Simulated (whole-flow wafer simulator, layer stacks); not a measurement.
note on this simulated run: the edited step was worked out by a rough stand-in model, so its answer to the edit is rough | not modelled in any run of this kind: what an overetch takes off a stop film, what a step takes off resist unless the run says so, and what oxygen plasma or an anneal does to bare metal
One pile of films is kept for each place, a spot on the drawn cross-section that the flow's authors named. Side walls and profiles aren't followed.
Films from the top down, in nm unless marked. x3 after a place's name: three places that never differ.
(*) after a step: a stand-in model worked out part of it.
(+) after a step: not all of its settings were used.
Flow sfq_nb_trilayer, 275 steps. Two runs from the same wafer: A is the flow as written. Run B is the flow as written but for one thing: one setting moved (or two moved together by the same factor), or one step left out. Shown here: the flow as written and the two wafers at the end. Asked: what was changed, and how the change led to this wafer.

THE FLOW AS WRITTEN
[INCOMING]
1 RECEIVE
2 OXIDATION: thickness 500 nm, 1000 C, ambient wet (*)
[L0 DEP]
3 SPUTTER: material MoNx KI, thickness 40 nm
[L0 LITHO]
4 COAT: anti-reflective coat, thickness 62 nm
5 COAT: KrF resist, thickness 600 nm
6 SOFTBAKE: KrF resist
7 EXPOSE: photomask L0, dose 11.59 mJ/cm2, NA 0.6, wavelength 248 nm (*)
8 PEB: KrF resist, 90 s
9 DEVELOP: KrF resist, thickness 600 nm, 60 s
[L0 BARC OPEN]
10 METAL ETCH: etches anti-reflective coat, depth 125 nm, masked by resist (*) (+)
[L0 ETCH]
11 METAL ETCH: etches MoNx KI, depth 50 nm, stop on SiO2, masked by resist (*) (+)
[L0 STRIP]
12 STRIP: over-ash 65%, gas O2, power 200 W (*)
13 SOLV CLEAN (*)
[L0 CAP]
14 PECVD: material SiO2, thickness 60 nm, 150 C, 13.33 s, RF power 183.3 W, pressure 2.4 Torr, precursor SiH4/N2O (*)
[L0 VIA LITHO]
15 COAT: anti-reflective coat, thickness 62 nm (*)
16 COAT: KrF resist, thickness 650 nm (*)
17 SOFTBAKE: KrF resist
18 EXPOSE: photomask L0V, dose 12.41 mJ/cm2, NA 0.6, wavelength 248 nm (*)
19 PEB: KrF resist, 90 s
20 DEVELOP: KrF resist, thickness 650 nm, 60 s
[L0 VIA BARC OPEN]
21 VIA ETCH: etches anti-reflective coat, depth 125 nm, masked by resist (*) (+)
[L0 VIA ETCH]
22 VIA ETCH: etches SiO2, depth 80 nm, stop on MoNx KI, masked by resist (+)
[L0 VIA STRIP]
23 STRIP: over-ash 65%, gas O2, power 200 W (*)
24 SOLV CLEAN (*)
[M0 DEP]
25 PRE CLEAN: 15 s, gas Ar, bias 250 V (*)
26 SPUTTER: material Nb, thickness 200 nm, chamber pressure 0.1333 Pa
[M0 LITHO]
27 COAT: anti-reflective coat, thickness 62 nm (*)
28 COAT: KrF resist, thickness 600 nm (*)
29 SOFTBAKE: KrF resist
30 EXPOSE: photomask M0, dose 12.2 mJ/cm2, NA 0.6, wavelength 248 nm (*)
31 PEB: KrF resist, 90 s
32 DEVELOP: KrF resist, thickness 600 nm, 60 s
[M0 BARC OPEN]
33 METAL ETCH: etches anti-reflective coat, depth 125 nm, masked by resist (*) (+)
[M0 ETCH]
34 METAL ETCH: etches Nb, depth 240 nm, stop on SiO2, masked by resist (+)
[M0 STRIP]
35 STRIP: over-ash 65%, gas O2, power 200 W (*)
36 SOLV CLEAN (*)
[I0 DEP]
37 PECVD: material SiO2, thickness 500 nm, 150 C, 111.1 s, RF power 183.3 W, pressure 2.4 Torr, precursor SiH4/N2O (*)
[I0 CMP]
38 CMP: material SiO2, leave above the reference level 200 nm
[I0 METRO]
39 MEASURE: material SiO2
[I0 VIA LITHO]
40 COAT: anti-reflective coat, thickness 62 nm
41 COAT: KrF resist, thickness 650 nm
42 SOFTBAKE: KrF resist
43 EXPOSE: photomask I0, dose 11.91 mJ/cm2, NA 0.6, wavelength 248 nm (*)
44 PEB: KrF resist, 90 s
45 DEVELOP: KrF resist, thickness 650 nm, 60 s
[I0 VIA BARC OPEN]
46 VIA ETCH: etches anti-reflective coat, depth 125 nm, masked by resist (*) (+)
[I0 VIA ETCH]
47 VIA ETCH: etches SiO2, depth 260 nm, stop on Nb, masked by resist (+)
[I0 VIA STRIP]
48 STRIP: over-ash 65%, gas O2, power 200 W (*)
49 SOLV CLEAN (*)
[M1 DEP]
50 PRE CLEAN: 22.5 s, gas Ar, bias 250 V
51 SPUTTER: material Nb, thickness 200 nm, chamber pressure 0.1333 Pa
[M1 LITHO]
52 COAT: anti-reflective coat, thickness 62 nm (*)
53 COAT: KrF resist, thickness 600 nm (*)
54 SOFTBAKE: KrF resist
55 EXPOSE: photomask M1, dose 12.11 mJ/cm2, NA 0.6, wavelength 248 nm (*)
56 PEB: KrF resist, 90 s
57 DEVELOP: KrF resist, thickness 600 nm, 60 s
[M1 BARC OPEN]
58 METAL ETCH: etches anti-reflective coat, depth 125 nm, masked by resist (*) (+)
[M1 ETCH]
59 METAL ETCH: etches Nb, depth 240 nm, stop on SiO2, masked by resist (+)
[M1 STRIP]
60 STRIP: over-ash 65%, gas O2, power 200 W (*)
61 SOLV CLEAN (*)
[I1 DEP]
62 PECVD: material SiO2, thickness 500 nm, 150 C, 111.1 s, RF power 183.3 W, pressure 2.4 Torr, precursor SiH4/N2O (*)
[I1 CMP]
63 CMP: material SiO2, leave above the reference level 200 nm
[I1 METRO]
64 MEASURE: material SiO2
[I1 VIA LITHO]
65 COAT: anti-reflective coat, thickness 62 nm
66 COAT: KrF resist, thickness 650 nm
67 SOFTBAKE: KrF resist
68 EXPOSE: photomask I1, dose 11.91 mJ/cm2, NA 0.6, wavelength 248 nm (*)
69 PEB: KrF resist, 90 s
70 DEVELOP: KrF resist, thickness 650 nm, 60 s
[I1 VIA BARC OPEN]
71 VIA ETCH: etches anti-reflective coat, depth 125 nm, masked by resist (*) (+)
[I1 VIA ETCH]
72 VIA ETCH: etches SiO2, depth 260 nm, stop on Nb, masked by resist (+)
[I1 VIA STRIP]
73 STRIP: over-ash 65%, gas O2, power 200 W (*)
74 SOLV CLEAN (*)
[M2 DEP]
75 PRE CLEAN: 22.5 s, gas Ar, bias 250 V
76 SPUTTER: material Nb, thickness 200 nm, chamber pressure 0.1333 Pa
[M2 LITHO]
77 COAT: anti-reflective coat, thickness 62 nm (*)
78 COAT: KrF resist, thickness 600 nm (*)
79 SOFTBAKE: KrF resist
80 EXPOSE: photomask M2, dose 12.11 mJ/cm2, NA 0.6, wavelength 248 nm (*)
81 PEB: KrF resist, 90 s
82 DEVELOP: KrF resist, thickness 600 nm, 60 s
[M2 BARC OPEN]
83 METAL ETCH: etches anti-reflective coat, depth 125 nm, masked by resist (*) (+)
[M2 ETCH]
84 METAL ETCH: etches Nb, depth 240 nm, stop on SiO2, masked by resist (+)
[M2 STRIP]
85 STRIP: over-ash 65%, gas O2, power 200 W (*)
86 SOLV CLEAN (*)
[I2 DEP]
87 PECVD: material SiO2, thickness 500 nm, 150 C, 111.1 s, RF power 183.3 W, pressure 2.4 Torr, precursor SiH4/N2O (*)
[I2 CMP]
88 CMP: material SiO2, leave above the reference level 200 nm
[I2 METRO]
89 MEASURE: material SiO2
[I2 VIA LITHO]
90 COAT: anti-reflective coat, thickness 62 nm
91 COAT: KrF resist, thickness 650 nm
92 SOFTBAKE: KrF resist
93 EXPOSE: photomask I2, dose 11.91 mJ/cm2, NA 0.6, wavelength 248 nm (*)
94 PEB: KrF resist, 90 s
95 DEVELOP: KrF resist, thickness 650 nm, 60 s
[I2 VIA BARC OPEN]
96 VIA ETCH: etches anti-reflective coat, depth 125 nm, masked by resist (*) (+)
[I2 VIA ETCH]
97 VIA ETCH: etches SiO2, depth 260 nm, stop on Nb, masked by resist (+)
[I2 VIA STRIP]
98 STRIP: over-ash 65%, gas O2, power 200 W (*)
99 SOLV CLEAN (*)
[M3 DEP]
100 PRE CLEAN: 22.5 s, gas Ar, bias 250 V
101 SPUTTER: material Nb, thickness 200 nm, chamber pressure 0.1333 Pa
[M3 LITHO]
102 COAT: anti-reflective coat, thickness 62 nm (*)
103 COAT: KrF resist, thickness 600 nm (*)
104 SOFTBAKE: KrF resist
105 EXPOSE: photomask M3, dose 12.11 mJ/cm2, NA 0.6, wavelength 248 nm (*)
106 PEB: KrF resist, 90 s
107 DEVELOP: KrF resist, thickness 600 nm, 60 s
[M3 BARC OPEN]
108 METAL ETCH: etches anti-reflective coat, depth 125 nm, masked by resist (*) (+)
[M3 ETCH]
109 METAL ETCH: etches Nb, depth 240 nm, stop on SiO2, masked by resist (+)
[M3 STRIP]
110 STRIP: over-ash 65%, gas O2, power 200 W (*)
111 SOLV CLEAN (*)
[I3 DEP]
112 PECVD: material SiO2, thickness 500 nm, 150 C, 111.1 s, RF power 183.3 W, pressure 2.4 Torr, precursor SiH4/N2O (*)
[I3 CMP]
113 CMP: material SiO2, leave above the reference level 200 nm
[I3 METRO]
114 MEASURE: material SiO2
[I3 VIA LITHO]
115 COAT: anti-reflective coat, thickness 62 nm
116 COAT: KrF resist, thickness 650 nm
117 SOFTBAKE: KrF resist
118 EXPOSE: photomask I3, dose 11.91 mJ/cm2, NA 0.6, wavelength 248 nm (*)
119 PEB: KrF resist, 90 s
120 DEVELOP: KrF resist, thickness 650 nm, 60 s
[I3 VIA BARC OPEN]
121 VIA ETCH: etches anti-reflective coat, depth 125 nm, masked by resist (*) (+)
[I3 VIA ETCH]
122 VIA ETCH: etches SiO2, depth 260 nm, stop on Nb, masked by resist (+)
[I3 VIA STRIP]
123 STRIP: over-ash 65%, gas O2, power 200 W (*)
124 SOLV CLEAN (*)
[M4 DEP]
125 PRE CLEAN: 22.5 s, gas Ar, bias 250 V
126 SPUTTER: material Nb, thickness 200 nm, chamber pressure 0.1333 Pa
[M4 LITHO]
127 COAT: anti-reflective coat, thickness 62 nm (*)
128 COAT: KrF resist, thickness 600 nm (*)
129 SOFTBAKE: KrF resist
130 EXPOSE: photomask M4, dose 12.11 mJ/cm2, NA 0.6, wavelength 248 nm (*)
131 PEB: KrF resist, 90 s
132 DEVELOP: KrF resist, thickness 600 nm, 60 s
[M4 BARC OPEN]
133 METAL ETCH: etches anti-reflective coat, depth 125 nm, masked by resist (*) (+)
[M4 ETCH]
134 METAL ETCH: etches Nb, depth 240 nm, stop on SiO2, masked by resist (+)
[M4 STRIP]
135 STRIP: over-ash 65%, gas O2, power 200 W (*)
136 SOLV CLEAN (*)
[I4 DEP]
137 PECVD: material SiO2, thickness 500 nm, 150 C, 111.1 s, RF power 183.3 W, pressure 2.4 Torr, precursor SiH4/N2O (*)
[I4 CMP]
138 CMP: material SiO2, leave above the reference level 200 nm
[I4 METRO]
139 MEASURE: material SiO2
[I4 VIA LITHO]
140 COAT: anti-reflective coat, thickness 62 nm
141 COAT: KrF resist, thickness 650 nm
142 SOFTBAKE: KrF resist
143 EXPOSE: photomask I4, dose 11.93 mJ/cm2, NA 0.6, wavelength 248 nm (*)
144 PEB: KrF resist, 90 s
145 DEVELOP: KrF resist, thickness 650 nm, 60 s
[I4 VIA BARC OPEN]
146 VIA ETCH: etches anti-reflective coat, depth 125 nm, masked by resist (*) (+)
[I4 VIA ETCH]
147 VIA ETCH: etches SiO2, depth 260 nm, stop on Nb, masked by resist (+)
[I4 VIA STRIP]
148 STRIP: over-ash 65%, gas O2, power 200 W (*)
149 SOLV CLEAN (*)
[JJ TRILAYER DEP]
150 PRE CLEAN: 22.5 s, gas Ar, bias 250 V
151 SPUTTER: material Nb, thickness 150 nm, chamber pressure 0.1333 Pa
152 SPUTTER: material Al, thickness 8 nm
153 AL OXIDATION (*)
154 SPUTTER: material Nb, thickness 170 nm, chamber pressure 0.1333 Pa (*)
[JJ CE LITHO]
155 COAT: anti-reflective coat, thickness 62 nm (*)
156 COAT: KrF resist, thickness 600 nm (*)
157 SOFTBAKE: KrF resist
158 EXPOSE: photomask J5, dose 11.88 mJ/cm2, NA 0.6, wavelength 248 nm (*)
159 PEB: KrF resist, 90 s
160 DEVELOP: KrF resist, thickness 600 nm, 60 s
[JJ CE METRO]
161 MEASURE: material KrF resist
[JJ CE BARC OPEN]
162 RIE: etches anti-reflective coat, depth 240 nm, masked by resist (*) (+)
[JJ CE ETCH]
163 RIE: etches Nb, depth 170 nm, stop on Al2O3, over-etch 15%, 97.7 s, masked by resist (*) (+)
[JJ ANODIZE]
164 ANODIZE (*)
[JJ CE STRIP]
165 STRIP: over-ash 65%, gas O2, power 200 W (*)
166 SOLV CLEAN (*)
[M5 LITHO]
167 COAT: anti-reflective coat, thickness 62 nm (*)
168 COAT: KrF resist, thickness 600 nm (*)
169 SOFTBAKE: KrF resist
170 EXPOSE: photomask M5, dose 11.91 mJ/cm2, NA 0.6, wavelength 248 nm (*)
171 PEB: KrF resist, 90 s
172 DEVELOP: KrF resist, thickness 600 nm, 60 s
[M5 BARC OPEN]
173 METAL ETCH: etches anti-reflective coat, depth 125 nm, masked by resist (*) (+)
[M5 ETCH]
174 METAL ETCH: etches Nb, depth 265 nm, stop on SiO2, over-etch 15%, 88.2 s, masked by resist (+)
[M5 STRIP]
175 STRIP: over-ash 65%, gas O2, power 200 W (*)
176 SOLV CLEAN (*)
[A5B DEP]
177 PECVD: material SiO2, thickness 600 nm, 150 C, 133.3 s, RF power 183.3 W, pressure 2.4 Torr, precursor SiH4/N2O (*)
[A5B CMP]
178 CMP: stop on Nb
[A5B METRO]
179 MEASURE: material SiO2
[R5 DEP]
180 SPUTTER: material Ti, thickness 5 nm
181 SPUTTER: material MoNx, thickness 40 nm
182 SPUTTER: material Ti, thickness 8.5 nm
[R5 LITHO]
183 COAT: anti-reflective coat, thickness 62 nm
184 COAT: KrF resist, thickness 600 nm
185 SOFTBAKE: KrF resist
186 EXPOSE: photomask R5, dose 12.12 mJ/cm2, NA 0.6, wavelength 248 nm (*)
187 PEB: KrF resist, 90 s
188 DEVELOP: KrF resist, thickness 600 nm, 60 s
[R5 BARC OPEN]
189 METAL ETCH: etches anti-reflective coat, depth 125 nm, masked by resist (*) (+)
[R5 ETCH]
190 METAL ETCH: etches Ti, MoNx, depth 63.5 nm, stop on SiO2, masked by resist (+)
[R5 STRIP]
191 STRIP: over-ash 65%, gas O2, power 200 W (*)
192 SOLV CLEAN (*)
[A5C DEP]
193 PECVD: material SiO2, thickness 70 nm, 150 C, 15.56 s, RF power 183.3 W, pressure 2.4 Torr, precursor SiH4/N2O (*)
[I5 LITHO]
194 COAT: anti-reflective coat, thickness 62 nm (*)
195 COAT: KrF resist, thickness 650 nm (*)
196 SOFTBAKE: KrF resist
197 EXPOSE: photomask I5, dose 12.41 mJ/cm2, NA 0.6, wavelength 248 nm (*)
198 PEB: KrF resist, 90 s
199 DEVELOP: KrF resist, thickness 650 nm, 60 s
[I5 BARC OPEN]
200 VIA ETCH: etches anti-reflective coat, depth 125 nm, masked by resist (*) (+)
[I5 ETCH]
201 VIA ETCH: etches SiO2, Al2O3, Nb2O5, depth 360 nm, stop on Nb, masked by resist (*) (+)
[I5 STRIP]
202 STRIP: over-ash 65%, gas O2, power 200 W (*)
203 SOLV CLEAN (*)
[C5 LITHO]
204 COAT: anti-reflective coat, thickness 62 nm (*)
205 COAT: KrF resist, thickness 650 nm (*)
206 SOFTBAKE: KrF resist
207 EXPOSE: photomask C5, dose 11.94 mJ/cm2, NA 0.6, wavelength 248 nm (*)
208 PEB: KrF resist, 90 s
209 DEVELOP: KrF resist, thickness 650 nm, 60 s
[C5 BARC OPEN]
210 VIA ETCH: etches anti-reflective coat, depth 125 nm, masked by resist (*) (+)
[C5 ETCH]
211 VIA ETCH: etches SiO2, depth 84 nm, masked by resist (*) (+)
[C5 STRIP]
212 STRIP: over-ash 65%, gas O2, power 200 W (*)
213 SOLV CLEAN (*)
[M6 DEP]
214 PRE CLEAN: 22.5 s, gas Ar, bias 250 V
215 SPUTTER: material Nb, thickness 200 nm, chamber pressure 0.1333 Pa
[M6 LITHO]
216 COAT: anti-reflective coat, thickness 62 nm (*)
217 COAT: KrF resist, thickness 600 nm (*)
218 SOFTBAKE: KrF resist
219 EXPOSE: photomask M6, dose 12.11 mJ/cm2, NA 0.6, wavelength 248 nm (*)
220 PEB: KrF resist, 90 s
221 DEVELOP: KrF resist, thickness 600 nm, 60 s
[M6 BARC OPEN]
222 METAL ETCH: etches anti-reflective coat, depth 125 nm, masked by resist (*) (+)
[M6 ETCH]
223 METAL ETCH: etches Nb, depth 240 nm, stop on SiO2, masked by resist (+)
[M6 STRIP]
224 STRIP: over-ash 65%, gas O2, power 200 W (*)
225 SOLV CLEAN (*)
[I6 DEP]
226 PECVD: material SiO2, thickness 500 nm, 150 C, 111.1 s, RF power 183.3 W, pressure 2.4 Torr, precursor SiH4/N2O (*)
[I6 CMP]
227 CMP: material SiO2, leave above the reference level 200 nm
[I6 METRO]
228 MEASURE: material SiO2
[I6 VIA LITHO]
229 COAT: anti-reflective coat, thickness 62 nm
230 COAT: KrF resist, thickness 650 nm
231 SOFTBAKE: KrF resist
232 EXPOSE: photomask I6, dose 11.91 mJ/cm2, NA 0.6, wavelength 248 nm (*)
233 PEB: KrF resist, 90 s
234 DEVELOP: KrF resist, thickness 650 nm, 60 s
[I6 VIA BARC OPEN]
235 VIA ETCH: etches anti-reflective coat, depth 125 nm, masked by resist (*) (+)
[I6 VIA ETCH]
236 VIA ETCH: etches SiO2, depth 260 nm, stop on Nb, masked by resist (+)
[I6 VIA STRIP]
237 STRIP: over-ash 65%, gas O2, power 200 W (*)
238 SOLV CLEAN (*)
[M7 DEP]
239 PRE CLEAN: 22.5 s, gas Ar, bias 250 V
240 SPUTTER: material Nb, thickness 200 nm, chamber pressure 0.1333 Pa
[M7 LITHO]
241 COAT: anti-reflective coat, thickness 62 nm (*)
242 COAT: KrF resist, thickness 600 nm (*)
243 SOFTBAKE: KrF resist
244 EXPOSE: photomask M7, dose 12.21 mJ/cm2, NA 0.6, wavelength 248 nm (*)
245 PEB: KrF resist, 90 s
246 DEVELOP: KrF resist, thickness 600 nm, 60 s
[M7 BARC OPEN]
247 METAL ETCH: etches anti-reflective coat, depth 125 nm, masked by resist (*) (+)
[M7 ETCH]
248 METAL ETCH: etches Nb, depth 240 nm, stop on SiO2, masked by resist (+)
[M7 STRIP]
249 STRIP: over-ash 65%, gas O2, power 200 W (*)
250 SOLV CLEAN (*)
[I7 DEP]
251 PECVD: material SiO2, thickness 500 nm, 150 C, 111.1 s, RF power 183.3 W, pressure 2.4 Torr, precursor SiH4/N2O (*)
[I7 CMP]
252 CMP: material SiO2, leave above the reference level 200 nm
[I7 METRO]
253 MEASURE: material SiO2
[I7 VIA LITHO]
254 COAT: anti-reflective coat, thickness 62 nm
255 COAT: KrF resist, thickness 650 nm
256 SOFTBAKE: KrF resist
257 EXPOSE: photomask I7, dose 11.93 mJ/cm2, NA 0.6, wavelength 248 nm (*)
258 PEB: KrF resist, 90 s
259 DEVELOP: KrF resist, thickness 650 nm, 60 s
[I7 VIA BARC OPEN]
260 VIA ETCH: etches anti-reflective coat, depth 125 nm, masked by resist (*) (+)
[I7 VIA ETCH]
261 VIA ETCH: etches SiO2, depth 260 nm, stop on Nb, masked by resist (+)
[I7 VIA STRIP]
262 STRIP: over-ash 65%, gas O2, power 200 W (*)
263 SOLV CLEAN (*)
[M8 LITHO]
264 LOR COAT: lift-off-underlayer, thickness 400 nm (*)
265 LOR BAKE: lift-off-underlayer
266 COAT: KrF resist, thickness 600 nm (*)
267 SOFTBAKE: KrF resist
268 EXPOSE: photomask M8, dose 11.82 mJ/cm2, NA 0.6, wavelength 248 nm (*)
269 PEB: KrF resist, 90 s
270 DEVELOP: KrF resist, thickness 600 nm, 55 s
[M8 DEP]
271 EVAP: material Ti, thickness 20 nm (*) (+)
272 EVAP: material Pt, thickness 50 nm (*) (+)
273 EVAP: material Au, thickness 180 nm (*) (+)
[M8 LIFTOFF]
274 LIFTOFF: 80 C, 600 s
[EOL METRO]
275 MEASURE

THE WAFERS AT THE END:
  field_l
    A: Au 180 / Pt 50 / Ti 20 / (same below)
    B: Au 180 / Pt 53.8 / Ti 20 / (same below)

The cause: step 272, EVAP: thickness 53.8 nm was run, where the flow has thickness 50 nm.
It can be read off the wafer: field_l has Pt 53.8, and step 272 as written asks for 50 nm.

How the change led to this, step by step:
  272 EVAP: material Pt, thickness 50 nm (*) (+)
      field_l, v_sur, via_wl and 103 more: A Pt +50 (new film) | B Pt +53.8 (new film)
  274 LIFTOFF: 80 C, 600 s
      p4_fl, p4_fm, p4_w1 and 71 more: A Au -180 (all of it), Pt -50 (all of it), Ti -20 (all of it), KrF resist -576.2 (all of it), lift-off-underlayer -400 (all of it) | B Au -180 (all of it), Pt -53.8 (all of it), Ti -20 (all of it), KrF resist -576.2 (all of it), lift-off-underlayer -400 (all of it)
      c5j, ce_r: A Au -180 (all of it), Pt -50 (all of it), Ti -20 (all of it), KrF resist -573.3 (all of it), lift-off-underlayer -399.3 (all of it) | B Au -180 (all of it), Pt -53.8 (all of it), Ti -20 (all of it), KrF resist -573.3 (all of it), lift-off-underlayer -399.3 (all of it)
      (and at 19 more places)
